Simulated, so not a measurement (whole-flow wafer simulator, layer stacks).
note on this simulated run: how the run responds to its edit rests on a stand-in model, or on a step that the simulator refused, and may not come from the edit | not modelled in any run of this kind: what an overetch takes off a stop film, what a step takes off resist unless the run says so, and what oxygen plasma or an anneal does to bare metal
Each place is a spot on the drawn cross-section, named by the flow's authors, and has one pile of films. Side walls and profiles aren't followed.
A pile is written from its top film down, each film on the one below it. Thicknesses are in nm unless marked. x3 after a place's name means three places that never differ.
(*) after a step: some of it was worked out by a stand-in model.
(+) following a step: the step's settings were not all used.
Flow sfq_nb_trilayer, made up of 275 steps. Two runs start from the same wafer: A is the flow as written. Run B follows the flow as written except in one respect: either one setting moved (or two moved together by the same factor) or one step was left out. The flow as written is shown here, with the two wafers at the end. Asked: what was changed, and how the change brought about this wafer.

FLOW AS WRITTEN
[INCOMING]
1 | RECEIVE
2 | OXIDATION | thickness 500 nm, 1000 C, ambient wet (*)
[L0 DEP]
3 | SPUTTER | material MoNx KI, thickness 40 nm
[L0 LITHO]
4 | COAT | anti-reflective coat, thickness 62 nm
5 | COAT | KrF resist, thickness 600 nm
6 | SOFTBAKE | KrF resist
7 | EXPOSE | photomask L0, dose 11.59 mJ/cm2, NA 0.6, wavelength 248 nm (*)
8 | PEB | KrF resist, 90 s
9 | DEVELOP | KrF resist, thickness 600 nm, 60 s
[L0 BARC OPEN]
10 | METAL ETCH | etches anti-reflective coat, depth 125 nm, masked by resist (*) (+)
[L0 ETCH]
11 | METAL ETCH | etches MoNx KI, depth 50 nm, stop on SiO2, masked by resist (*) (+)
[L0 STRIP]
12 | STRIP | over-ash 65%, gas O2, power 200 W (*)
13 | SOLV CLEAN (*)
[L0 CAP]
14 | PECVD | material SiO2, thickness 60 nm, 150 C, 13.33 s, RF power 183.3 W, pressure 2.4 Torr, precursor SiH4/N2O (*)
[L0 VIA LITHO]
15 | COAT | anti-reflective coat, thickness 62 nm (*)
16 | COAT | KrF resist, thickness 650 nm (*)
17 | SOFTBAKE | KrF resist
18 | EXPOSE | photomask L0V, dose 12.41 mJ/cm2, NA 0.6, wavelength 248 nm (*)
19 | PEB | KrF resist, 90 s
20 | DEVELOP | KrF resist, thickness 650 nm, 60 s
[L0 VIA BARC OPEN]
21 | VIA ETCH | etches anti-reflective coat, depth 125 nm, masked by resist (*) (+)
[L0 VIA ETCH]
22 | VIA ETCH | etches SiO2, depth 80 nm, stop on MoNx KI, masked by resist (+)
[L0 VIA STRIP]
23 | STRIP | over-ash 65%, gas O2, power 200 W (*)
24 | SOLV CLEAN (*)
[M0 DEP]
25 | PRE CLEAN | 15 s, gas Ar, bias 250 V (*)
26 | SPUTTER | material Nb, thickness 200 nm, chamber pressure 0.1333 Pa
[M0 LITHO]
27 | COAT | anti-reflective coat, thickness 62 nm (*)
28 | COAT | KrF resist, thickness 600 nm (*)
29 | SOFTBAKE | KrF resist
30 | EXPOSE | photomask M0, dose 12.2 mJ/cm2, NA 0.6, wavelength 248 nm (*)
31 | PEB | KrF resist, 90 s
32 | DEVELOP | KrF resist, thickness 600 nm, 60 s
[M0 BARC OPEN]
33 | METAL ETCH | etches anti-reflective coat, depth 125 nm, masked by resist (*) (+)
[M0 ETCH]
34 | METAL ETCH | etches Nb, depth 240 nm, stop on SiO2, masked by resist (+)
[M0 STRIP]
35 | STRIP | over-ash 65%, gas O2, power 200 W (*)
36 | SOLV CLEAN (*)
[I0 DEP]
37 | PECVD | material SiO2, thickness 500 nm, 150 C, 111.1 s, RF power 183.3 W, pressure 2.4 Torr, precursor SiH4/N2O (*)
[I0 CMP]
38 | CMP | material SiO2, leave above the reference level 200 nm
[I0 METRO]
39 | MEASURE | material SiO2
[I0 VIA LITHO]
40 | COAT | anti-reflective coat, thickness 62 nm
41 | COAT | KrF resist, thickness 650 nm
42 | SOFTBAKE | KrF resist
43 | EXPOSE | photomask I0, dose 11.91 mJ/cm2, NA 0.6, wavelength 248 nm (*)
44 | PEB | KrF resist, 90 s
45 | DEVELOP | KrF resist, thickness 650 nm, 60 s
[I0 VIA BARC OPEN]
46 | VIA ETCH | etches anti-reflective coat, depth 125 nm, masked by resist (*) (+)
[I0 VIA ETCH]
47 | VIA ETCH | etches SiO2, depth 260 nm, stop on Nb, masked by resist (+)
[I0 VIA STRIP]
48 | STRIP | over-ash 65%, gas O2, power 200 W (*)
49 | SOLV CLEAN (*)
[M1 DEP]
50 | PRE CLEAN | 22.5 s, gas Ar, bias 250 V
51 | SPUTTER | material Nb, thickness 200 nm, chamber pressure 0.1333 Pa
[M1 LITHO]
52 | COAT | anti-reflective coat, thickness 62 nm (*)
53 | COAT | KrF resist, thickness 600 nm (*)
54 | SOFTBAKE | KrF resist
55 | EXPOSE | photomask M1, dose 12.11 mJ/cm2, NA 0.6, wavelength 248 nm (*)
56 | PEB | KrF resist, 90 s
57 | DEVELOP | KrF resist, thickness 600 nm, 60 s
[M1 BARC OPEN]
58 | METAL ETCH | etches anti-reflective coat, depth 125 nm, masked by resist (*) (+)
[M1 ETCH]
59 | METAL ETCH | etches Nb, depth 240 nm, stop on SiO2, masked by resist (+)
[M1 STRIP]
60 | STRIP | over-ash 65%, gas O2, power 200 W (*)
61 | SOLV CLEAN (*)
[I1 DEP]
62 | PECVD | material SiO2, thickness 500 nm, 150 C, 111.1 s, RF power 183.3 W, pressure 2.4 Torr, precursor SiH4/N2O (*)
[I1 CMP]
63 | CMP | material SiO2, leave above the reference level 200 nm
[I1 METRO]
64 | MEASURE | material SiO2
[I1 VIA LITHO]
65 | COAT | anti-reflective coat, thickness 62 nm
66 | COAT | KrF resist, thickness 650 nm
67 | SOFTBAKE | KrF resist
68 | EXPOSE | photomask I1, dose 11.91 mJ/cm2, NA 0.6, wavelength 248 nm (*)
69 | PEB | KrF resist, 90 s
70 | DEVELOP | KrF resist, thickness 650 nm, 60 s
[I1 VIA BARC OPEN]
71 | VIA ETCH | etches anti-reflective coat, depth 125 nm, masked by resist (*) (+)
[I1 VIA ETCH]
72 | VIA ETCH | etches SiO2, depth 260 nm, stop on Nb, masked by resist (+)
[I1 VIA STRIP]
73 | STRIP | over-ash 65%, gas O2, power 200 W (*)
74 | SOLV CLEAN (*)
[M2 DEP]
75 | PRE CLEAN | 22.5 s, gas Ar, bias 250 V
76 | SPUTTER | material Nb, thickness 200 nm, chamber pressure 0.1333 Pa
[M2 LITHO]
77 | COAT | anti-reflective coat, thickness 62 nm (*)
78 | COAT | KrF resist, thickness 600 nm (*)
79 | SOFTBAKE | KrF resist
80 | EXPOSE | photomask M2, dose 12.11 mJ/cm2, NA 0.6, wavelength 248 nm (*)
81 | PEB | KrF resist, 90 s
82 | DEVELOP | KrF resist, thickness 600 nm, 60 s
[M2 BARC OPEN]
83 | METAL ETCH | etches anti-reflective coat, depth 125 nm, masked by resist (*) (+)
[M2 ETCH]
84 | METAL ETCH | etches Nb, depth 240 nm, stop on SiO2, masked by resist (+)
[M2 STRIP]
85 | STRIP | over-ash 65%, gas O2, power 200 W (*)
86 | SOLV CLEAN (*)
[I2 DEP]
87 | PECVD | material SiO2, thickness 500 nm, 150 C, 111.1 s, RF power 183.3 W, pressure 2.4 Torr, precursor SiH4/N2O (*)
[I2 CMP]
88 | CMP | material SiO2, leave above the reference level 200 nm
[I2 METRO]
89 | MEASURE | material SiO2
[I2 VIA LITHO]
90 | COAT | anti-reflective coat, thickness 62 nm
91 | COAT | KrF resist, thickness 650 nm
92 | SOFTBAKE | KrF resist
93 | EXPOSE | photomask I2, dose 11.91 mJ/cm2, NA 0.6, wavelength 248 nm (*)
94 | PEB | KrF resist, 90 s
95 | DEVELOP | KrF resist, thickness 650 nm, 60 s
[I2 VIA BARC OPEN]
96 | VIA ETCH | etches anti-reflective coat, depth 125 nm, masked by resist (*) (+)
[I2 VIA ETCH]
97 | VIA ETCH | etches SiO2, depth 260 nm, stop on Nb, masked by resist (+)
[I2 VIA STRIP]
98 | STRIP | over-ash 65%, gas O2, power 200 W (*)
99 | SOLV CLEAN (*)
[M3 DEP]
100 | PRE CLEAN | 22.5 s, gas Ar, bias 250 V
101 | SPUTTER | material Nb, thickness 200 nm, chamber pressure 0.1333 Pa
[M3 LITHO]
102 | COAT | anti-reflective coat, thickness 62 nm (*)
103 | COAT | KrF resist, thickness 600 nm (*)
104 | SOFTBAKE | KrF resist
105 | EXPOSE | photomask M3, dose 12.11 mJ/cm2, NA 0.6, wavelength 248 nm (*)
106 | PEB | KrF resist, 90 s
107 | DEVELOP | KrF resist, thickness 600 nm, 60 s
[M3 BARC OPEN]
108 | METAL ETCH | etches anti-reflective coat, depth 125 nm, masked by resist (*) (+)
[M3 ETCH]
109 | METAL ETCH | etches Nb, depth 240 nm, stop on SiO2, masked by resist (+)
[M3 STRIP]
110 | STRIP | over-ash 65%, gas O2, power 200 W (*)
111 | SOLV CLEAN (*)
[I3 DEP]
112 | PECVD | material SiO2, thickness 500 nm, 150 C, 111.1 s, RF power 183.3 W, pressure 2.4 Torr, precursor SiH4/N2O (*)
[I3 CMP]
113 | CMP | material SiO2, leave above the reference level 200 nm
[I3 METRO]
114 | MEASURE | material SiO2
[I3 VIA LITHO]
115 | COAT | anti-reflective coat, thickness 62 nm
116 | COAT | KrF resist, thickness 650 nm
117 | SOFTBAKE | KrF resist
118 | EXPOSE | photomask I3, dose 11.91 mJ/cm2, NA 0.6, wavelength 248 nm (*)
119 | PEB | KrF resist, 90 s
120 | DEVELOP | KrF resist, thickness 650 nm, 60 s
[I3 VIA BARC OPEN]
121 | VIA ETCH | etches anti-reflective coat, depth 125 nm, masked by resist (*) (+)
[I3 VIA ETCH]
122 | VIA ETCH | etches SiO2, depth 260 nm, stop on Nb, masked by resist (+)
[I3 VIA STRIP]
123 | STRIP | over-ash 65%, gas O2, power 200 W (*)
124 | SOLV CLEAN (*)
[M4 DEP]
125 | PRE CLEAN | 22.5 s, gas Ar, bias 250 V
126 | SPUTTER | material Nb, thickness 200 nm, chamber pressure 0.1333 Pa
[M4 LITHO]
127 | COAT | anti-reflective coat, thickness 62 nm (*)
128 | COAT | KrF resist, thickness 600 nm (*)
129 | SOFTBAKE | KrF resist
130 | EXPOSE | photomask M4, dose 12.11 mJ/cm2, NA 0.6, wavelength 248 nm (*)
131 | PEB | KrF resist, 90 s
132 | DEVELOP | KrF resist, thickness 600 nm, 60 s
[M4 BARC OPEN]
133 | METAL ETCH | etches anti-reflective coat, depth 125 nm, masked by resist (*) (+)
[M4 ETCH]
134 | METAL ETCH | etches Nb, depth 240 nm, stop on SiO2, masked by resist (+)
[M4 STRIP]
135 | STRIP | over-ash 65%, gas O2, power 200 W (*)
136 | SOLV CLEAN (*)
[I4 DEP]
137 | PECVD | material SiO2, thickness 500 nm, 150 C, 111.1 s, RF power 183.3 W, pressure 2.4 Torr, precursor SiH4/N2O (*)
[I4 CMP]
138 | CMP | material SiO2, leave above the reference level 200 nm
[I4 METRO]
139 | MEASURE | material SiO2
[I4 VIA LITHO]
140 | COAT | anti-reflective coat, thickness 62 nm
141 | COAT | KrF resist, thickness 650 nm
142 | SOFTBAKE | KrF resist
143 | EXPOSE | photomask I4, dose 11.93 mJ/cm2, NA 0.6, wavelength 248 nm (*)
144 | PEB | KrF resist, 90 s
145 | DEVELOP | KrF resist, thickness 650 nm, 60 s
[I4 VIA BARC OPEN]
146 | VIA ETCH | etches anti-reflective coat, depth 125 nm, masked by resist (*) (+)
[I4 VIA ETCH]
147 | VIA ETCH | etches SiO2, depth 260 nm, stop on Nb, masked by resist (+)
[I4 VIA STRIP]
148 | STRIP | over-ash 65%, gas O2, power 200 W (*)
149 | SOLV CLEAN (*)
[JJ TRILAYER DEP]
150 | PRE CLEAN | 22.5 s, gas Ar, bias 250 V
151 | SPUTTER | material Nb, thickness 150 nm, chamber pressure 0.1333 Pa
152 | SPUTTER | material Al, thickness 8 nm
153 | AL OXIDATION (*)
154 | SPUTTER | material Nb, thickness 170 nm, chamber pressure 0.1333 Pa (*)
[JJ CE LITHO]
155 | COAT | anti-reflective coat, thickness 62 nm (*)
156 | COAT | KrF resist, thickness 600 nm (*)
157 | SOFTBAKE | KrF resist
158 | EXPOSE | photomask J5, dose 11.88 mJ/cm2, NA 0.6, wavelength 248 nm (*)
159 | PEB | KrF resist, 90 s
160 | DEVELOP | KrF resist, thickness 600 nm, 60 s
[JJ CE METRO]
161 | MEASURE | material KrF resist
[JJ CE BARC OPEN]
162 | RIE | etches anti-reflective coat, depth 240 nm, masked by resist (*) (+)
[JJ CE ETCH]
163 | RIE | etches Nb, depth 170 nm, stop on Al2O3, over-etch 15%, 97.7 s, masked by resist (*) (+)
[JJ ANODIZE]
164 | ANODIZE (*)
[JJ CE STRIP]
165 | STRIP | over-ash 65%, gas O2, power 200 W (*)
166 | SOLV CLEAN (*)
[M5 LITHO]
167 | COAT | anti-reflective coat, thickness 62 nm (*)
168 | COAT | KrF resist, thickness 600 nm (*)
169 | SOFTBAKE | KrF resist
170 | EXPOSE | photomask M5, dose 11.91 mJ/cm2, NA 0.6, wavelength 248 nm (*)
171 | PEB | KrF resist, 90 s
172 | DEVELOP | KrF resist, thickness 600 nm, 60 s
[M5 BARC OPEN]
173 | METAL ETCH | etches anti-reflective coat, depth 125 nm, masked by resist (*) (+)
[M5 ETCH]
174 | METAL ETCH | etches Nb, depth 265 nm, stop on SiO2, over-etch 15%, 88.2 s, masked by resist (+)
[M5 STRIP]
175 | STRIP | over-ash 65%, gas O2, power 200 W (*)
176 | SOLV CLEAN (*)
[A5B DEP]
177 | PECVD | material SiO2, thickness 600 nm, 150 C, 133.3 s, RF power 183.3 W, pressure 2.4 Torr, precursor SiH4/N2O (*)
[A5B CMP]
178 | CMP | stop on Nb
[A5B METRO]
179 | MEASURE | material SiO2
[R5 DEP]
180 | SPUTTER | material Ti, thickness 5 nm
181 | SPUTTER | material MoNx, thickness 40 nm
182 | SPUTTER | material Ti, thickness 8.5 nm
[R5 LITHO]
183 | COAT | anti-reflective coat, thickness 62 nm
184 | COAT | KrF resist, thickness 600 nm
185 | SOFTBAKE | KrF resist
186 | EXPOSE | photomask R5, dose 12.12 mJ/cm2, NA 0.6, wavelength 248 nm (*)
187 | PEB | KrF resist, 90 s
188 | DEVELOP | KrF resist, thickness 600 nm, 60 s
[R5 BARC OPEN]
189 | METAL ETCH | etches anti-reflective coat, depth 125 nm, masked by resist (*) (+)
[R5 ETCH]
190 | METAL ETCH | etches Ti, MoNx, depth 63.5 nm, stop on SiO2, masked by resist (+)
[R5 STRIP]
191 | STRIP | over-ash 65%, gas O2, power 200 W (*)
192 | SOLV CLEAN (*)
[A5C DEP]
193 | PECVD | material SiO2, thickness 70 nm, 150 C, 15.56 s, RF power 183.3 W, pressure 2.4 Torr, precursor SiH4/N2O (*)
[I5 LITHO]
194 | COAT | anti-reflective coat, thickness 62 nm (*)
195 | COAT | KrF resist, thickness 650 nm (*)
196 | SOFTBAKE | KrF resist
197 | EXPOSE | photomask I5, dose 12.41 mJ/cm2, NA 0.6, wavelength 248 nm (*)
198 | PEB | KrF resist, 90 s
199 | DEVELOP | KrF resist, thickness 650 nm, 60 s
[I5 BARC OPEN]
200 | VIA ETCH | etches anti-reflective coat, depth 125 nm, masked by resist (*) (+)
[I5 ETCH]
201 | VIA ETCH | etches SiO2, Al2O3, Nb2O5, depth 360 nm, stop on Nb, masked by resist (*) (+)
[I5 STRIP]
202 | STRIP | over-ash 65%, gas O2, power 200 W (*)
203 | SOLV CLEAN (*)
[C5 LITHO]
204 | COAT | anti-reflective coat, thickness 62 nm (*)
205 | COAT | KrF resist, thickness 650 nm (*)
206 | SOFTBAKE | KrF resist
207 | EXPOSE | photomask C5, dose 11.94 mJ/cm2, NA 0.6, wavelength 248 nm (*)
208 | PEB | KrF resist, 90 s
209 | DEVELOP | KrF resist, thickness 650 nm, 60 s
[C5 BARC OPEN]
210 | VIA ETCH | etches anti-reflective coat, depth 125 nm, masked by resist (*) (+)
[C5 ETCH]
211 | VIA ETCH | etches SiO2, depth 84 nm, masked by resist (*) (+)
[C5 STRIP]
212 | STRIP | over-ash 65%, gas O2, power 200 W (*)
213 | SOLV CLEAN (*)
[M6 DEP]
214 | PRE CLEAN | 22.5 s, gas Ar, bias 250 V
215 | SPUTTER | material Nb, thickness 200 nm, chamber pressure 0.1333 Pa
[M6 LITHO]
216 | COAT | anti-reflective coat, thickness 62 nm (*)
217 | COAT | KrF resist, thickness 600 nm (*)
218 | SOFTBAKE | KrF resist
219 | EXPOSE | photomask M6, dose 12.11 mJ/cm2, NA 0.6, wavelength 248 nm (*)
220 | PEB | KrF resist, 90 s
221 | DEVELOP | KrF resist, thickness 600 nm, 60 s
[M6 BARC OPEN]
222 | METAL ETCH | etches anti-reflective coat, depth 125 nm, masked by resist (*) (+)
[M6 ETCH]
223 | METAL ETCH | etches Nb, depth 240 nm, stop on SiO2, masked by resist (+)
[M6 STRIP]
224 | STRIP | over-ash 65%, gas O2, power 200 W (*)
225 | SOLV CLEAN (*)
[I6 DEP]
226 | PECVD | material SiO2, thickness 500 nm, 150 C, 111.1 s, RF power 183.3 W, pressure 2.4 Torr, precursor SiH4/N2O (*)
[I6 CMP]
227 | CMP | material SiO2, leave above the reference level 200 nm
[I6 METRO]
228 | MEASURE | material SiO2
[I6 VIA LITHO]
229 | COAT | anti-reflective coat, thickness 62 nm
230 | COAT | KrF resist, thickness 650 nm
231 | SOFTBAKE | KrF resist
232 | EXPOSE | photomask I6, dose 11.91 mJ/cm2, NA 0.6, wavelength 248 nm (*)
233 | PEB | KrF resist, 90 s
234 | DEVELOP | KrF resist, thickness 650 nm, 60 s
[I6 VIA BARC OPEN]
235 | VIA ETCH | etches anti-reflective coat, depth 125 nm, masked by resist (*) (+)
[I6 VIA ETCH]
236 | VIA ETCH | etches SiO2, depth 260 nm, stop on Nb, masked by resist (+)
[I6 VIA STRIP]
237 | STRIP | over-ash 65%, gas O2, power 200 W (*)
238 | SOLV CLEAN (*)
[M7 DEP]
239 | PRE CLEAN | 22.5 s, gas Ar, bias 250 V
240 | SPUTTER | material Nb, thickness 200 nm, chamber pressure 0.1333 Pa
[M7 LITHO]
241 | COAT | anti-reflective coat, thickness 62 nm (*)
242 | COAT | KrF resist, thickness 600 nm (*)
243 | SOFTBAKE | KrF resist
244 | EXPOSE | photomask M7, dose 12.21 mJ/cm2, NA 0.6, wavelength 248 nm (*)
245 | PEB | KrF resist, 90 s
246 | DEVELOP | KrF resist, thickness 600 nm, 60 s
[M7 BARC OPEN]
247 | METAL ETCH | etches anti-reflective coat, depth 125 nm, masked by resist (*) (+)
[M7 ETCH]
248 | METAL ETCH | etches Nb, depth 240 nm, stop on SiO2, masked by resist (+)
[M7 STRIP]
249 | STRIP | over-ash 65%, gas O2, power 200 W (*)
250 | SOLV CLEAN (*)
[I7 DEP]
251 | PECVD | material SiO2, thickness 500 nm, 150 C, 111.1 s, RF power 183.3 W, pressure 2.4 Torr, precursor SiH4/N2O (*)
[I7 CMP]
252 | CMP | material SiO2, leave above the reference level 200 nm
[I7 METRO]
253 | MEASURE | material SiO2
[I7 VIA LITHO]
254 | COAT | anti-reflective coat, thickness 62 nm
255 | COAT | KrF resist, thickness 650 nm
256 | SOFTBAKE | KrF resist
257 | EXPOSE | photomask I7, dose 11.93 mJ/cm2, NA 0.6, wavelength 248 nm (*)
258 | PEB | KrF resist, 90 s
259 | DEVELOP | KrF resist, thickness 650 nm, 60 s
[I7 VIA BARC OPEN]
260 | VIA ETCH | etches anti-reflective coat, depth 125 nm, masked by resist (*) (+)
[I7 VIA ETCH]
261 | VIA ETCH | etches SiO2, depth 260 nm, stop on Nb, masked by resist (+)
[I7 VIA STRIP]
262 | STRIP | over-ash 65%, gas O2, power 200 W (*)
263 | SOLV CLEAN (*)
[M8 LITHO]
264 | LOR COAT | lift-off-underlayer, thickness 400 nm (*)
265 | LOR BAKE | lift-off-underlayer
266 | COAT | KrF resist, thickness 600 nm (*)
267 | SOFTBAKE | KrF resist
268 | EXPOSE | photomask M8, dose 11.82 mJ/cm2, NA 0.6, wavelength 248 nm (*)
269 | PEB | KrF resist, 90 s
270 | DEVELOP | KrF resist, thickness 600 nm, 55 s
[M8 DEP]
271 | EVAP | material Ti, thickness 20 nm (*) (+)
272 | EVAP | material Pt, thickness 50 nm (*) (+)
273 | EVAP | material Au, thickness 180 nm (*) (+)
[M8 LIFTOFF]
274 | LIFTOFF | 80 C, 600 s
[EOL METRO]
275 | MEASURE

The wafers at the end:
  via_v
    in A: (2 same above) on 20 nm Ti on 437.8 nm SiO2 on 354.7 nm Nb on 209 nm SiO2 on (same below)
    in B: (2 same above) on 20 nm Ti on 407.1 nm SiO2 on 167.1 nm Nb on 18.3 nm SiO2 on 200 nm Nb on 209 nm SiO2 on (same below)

The reason: step 236, VIA ETCH: depth 174 nm was run, though the flow has depth 260 nm.

The path from the change to this, step by step:
  236 | VIA ETCH | etches SiO2, depth 260 nm, stop on Nb, masked by resist (+)
      via_v: A -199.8 SiO2 (all of it) | B -174 SiO2
      field_l, v_sur, via_wl and 102 more: A -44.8 KrF resist | B -30 KrF resist
  237 | STRIP | over-ash 65%, gas O2, power 200 W (*)
      field_l, v_sur, via_wl and 102 more: A -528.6 KrF resist (all of it), -62 anti-reflective coat (all of it) | B -543.4 KrF resist (all of it), -62 anti-reflective coat (all of it)
  239 | PRE CLEAN | 22.5 s, gas Ar, bias 250 V
      via_v: A -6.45 Nb | B -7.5 SiO2
  240 | SPUTTER | material Nb, thickness 200 nm, chamber pressure 0.1333 Pa
      via_v: A +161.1 Nb | B +167.1 Nb (new film)
  241 | COAT | anti-reflective coat, thickness 62 nm (*)
      via_v: A +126 anti-reflective coat (new film) | B +113.8 anti-reflective coat (new film)
      wire: A +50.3 anti-reflective coat (new film) | B +48.9 anti-reflective coat (new film)
  242 | COAT | KrF resist, thickness 600 nm (*)
      via_v: A +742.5 KrF resist (new film) | B +726.4 KrF resist (new film)
  249 | STRIP | over-ash 65%, gas O2, power 200 W (*)
      via_v: A -524.5 KrF resist (all of it), -126 anti-reflective coat (all of it) | B -508.4 KrF resist (all of it), -113.8 anti-reflective coat (all of it)
      wire: A -374.1 KrF resist (all of it), -50.3 anti-reflective coat (all of it) | B -376.7 KrF resist (all of it), -48.9 anti-reflective coat (all of it)
  251 | PECVD | material SiO2, thickness 500 nm, 150 C, 111.1 s, RF power 183.3 W, pressure 2.4 Torr, precursor SiH4/N2O (*)
      via_v: A +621 SiO2 (new film) | B +564.2 SiO2 (new film)
  252 | CMP | material SiO2, leave above the reference level 200 nm
      via_v: A -183.1 SiO2 | B -157.1 SiO2
If metal films that touch count as one body, via_v has 7 bodies (between them, from the top down: SiO2 407.1; SiO2 18.3; SiO2 209 / Al2O3 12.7 / Nb2O5 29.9; SiO2 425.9; SiO2 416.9; SiO2 192.5); the flow as written gives 6 bodies (between them, from the top down: SiO2 437.8; SiO2 209 / Al2O3 12.7 / Nb2O5 29.9; SiO2 425.9; SiO2 416.9; SiO2 192.5).
